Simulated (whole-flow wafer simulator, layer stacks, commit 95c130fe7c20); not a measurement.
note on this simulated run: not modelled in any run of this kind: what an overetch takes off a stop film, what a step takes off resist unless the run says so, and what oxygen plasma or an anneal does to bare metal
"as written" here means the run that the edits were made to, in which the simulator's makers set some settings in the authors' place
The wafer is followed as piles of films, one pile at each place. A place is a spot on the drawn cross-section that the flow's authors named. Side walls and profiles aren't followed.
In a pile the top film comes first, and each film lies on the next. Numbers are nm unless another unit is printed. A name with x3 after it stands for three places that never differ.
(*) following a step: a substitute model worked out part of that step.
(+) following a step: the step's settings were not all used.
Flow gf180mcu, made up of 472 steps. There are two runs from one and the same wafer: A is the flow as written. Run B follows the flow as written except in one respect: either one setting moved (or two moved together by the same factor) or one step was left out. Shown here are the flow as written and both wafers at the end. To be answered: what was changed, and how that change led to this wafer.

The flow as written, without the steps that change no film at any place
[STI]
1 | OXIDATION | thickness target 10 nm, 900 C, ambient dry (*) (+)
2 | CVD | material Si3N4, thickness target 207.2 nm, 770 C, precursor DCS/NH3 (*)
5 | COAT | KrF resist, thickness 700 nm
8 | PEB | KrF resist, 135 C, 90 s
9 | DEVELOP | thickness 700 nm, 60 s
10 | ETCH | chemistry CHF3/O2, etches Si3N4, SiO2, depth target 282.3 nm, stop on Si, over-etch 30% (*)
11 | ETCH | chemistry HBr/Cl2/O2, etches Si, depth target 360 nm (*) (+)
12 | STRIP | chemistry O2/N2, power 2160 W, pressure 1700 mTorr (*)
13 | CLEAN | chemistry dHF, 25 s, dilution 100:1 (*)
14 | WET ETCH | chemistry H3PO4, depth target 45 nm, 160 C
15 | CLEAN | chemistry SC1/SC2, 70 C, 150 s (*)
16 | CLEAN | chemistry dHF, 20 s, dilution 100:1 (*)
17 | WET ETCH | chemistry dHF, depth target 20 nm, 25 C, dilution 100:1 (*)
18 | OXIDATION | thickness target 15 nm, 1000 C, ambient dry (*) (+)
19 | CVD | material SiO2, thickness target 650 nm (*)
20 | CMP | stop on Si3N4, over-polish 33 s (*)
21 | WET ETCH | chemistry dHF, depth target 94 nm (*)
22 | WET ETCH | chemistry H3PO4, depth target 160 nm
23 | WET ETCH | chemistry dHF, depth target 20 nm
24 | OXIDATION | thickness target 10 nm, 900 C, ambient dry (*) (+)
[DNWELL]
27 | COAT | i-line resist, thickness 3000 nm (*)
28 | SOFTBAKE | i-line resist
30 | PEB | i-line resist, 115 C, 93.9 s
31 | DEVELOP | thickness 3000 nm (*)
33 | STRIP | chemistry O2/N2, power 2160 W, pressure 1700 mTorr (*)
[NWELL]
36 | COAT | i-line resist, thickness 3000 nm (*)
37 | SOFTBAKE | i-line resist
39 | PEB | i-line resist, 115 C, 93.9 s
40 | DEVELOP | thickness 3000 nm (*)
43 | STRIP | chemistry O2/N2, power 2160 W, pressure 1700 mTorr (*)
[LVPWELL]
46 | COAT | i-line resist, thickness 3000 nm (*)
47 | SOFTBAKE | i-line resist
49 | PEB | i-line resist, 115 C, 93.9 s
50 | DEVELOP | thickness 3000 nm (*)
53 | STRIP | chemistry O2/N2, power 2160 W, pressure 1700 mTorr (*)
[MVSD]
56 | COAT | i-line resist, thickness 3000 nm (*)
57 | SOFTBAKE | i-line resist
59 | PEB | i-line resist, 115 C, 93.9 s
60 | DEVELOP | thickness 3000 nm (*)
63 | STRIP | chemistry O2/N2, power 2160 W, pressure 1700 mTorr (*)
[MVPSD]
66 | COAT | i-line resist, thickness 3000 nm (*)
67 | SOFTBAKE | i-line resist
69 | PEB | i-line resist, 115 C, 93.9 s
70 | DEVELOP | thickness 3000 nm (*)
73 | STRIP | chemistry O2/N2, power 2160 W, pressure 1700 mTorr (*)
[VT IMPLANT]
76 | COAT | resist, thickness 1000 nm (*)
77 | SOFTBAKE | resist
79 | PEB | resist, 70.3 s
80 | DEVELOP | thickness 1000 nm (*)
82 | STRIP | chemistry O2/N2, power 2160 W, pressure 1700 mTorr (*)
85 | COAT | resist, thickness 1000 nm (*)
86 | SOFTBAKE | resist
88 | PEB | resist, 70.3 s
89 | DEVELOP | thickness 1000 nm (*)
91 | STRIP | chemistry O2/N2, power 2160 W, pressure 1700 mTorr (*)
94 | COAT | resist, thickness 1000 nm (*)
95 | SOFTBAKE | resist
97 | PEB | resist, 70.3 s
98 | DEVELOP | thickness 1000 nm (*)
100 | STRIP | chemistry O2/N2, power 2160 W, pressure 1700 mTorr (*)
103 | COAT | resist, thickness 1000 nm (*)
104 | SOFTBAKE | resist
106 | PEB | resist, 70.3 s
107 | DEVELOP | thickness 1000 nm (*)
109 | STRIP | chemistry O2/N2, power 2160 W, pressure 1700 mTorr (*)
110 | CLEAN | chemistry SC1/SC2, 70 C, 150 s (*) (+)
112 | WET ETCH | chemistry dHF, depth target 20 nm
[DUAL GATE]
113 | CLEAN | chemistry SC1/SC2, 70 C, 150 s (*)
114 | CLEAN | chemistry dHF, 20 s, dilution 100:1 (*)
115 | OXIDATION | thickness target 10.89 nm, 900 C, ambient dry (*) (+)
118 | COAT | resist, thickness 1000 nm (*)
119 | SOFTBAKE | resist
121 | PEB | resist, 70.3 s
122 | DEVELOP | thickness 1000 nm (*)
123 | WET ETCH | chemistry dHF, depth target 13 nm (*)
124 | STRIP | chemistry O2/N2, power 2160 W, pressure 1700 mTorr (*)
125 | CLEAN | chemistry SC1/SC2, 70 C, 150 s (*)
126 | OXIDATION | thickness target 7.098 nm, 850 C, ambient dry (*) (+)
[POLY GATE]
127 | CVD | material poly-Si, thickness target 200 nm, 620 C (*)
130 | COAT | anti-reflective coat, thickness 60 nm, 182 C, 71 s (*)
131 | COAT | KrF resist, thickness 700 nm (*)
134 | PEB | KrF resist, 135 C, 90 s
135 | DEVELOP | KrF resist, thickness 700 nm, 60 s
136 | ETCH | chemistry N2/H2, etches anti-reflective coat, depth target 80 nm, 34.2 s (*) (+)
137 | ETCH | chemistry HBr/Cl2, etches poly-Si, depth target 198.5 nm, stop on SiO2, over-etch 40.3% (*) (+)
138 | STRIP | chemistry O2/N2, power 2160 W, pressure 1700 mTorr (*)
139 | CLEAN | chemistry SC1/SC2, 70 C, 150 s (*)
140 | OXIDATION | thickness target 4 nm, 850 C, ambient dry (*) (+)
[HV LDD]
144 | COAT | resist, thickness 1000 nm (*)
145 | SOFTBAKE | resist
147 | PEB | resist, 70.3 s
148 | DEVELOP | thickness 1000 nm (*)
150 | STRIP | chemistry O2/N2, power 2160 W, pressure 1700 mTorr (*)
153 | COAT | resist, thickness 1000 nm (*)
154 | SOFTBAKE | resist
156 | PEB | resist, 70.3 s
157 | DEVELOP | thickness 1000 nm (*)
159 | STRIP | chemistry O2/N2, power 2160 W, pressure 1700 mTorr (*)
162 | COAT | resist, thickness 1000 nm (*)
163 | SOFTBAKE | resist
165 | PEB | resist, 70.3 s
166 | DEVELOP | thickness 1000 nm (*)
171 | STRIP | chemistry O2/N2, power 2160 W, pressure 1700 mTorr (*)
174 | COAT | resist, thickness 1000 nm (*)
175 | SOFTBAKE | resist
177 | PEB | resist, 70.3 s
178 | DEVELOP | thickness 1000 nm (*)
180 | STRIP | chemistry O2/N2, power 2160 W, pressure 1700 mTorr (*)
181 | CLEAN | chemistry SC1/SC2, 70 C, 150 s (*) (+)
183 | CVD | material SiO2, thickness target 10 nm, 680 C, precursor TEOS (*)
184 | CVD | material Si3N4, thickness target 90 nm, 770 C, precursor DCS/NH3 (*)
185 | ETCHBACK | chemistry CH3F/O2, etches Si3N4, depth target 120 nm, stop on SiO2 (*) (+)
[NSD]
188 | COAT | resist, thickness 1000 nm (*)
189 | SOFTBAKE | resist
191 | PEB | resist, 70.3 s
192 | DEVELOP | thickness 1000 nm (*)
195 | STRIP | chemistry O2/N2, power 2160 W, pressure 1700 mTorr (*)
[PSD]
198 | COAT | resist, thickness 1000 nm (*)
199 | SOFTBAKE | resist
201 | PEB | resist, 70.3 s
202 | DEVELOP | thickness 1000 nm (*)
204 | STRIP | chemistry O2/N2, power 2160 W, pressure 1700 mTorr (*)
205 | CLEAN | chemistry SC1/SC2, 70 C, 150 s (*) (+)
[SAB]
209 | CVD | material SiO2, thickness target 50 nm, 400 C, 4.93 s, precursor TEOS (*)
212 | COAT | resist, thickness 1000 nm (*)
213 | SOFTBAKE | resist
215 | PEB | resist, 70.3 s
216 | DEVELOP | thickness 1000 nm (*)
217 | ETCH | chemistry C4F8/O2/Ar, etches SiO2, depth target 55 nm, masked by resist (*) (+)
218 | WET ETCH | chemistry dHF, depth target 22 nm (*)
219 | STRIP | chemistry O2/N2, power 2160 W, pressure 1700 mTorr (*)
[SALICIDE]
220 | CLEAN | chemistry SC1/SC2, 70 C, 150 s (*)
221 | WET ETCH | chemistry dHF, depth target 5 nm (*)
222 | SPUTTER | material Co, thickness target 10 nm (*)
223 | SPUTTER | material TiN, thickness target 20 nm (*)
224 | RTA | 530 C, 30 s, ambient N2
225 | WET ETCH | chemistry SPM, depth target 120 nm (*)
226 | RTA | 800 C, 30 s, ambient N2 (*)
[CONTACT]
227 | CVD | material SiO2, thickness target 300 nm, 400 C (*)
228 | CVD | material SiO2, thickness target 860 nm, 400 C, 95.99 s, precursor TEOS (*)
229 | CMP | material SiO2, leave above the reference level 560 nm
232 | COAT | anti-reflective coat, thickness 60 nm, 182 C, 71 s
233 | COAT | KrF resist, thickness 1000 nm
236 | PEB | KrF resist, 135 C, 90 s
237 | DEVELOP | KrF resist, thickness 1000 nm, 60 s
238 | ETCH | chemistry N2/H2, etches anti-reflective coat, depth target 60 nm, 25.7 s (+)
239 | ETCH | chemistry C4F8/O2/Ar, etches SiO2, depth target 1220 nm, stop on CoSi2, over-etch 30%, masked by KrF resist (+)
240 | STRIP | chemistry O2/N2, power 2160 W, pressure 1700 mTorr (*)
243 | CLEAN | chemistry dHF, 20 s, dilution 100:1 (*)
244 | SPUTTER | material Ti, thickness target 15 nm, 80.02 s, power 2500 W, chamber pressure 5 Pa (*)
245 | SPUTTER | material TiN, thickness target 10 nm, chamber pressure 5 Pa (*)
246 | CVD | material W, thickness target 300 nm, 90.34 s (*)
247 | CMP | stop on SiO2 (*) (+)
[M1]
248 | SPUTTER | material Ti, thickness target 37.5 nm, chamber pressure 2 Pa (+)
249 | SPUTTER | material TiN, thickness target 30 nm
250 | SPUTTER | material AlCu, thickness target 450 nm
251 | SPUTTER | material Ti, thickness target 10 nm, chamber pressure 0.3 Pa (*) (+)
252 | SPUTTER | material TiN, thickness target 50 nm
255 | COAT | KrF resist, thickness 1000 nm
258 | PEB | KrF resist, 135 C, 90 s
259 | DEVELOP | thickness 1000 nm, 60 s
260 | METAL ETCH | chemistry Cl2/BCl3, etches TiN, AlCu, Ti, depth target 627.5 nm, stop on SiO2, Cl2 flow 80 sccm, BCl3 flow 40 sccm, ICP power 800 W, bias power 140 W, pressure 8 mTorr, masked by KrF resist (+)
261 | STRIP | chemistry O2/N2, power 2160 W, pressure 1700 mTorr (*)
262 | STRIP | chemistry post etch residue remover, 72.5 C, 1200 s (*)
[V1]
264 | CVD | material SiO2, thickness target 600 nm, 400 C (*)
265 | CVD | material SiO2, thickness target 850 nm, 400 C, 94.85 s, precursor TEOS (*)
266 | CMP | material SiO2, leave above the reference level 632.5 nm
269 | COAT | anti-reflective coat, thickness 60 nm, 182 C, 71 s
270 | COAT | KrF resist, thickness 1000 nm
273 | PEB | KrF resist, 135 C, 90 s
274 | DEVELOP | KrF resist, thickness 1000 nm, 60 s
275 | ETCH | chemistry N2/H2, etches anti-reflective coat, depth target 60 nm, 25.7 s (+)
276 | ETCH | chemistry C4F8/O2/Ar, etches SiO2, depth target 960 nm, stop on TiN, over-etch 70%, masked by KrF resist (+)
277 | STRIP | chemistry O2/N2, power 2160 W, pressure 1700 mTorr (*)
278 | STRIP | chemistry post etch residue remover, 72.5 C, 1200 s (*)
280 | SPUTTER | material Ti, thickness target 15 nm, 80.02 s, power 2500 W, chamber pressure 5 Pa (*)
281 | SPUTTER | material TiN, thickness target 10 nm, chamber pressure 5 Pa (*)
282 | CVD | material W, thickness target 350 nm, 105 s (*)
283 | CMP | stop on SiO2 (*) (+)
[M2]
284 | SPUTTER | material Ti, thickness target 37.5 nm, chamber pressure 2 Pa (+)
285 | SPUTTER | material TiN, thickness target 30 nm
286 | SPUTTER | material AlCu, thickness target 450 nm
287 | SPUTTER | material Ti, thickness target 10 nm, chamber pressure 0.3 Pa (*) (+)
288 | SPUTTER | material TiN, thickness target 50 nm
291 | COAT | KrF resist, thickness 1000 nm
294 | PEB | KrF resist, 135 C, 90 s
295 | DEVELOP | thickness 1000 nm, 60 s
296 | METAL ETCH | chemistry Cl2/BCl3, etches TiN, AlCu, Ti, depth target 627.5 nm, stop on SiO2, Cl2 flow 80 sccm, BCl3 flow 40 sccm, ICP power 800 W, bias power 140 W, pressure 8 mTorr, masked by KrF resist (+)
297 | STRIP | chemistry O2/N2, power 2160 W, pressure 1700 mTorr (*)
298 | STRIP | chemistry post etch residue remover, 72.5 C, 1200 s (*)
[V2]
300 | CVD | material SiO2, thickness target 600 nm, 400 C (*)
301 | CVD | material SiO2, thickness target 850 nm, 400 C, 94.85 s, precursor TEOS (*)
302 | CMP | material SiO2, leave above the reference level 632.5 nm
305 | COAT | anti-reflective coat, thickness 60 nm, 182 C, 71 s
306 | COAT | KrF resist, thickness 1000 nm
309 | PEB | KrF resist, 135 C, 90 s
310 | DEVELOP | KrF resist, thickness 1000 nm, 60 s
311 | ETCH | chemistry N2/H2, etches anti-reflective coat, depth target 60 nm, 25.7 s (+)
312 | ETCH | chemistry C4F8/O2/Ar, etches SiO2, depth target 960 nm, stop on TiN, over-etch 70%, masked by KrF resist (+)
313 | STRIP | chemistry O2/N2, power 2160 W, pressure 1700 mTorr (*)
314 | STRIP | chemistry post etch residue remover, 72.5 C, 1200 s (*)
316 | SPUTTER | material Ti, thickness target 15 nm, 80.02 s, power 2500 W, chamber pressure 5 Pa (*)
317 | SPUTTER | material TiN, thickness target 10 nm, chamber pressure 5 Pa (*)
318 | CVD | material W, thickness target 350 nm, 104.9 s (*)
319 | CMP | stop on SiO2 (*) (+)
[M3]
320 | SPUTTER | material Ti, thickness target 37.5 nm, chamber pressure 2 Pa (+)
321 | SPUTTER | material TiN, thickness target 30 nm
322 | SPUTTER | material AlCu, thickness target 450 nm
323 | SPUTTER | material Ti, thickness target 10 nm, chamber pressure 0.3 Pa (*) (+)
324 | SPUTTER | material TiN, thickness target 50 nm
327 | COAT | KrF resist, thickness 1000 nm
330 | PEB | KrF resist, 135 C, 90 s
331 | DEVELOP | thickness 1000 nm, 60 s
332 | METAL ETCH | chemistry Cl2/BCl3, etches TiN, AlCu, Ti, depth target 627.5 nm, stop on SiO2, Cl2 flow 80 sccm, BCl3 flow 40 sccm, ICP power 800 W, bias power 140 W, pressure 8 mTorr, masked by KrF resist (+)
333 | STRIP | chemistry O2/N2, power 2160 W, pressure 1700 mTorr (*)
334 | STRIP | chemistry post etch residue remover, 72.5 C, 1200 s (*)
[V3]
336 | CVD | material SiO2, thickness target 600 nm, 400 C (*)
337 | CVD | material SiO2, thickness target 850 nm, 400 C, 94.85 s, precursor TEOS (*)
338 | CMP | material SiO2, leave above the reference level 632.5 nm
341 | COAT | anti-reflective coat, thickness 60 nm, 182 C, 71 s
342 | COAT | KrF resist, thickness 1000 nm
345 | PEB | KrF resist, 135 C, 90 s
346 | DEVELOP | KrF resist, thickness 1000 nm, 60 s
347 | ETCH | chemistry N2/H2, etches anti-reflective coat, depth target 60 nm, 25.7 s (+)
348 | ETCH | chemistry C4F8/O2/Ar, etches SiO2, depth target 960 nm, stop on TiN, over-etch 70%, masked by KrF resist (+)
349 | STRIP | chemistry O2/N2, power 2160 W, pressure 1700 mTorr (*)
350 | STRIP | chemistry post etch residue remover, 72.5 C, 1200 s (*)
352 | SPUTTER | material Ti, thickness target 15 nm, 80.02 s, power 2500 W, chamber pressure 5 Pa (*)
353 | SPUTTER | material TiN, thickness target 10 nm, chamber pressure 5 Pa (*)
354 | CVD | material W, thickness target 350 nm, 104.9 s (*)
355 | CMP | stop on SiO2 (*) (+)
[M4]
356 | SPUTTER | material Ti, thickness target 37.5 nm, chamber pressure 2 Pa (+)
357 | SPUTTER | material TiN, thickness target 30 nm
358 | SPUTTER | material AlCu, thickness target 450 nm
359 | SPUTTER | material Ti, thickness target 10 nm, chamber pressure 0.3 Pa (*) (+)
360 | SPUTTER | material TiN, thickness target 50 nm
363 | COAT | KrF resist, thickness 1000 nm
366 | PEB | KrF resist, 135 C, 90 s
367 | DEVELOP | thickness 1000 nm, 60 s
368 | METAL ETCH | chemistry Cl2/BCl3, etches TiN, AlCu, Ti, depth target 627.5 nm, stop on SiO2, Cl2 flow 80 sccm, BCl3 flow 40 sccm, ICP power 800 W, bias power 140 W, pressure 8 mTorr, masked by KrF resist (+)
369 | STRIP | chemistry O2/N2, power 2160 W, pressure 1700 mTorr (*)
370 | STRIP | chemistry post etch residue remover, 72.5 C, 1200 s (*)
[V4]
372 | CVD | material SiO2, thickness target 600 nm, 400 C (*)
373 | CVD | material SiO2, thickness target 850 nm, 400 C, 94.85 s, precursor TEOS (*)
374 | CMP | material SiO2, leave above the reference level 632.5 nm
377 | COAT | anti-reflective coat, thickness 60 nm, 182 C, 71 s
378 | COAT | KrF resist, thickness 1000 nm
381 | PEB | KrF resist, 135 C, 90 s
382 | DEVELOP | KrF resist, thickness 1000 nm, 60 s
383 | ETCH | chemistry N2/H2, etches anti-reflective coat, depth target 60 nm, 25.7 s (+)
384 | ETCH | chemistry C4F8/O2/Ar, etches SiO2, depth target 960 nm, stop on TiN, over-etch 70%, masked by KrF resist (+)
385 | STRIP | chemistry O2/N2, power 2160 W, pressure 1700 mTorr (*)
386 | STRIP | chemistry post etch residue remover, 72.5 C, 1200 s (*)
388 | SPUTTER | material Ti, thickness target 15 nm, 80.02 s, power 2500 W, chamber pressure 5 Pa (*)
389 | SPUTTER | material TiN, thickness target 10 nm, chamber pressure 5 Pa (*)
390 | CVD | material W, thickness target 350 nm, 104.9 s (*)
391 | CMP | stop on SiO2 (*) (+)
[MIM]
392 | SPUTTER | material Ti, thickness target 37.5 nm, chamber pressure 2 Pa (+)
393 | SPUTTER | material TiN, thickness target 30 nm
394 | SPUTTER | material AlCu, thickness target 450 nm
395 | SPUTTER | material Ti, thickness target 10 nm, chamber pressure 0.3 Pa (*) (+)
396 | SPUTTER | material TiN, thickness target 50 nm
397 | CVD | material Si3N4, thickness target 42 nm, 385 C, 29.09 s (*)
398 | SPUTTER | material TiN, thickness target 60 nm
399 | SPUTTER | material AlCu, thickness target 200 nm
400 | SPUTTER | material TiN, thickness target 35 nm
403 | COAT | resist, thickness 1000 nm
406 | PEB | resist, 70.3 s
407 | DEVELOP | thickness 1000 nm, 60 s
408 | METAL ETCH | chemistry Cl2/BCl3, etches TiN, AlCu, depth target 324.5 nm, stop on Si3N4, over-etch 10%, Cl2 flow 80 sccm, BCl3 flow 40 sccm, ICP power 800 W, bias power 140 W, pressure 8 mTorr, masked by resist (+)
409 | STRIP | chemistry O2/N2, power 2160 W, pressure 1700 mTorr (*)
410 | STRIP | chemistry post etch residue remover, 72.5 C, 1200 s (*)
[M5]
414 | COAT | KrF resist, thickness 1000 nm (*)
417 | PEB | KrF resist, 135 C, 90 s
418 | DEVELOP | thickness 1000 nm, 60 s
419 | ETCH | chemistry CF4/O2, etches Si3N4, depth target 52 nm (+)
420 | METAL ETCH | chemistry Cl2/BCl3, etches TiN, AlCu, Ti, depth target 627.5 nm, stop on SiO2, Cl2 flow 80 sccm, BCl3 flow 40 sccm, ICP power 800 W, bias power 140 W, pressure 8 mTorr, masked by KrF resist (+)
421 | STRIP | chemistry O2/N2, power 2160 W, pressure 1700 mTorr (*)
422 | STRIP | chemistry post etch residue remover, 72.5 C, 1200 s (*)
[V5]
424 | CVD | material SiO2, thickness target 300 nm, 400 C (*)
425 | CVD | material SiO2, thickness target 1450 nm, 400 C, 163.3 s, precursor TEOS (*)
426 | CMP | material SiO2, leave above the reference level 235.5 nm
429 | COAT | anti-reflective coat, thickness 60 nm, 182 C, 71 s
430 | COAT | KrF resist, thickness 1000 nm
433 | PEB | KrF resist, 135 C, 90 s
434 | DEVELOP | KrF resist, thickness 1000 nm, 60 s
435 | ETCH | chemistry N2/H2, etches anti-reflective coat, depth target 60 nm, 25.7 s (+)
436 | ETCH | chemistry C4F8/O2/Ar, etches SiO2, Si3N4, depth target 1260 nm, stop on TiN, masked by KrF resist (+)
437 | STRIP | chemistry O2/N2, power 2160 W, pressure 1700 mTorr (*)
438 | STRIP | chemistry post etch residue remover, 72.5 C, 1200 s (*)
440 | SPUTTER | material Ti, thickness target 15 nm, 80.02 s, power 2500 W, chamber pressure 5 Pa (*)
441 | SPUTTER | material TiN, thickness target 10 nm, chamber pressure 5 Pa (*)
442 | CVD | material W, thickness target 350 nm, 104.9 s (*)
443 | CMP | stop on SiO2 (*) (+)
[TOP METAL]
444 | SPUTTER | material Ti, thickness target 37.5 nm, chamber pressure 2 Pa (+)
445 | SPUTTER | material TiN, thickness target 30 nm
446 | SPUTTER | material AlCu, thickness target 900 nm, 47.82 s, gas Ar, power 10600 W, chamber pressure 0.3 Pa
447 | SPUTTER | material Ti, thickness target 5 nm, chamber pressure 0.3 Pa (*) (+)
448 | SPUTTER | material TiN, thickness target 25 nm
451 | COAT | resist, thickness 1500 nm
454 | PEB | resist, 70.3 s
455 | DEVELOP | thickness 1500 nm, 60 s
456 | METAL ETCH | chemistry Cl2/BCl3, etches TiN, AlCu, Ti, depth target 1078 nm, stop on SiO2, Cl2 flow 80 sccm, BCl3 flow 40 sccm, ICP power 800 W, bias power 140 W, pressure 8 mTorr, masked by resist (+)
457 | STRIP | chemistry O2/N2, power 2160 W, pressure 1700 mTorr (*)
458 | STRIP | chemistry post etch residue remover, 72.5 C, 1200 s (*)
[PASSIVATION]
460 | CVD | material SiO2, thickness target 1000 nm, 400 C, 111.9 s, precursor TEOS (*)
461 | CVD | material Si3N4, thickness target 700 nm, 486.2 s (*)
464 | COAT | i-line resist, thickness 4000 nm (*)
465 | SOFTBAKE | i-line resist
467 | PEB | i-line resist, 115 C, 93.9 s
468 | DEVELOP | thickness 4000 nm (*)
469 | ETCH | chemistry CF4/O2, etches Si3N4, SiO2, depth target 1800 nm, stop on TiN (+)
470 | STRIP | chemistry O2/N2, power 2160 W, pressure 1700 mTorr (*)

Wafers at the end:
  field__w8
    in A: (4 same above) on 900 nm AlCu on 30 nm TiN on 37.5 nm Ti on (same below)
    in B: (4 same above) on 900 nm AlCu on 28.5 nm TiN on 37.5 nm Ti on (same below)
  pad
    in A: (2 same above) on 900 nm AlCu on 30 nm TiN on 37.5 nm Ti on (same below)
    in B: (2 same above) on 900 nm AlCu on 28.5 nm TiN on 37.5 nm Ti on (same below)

Cause: step 445, SPUTTER: thickness target 28.5 nm was run, while the flow as written has thickness target 30 nm.
One can read it off the wafer: field__w8 has TiN 28.5, and step 445 as written asks for 30 nm.

The path from the change to this, step by step:
  445 | SPUTTER | material TiN, thickness target 30 nm
      field, field__w1, field__w2 and 109 more: A +30 TiN (new film) | B +28.5 TiN (new film)
  456 | METAL ETCH | chemistry Cl2/BCl3, etches TiN, AlCu, Ti, depth target 1078 nm, stop on SiO2, Cl2 flow 80 sccm, BCl3 flow 40 sccm, ICP power 800 W, bias power 140 W, pressure 8 mTorr, masked by resist (+)
      field, field__w1, field__w2 and 103 more: A -25 TiN (all of it), -5 Ti (all of it), -900 AlCu (all of it), -30 TiN (all of it), -37.5 Ti (all of it) | B -25 TiN (all of it), -5 Ti (all of it), -900 AlCu (all of it), -28.5 TiN (all of it), -37.5 Ti (all of it)
